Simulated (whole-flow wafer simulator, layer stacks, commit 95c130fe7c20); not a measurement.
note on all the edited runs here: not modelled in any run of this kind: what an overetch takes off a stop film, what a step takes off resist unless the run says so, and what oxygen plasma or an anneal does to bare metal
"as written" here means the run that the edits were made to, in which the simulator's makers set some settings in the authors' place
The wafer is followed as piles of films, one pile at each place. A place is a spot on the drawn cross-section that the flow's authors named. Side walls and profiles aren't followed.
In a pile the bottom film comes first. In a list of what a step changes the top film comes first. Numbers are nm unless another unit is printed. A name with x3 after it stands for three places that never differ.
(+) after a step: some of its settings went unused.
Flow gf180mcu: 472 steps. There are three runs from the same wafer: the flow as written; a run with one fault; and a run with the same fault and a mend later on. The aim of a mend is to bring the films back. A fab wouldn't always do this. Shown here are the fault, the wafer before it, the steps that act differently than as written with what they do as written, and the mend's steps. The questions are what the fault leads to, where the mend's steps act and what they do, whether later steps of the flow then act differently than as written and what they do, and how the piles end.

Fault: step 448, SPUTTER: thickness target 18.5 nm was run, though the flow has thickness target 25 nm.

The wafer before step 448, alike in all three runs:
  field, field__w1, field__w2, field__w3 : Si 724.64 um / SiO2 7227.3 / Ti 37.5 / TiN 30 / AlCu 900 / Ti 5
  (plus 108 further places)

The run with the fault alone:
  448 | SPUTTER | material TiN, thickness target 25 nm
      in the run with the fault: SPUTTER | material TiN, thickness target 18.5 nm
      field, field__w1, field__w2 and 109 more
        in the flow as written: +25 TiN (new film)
        in the run with the fault: +18.5 TiN (new film)
  Steps further on in the flow that do not act as written (5 more steps, not shown, differ only slightly: by at most 2% or 0.5 nm, whichever is larger):
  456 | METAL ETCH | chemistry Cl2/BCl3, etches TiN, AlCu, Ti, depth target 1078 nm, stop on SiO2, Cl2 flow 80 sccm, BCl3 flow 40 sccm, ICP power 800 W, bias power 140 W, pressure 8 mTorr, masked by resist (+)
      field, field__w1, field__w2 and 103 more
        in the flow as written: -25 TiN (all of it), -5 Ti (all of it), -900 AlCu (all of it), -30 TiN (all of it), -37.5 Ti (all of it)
        in the run with the fault: -18.5 TiN (all of it), -5 Ti (all of it), -900 AlCu (all of it), -30 TiN (all of it), -37.5 Ti (all of it)
  At field__w8, contact, m1, m1__w1, pad, m1_nw, the piles at the end differ from the flow's by more than 2% or 0.5 nm, whichever is larger.
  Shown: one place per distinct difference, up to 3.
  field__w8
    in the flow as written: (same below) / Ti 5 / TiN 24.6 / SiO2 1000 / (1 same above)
    in the run with the fault: (same below) / Ti 5 / TiN 18.1 / SiO2 1000 / (1 same above)
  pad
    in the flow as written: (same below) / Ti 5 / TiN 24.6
    in the run with the fault: (same below) / Ti 5 / TiN 18.1

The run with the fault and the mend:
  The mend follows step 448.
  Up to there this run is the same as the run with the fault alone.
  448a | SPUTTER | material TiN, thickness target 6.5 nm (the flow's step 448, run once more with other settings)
      field, field__w1, field__w2 and 109 more
        +6.5 TiN
  Later steps of the flow that are run all act as written at every place that is followed.
  The piles end the same as the flow's at every place that both follow.
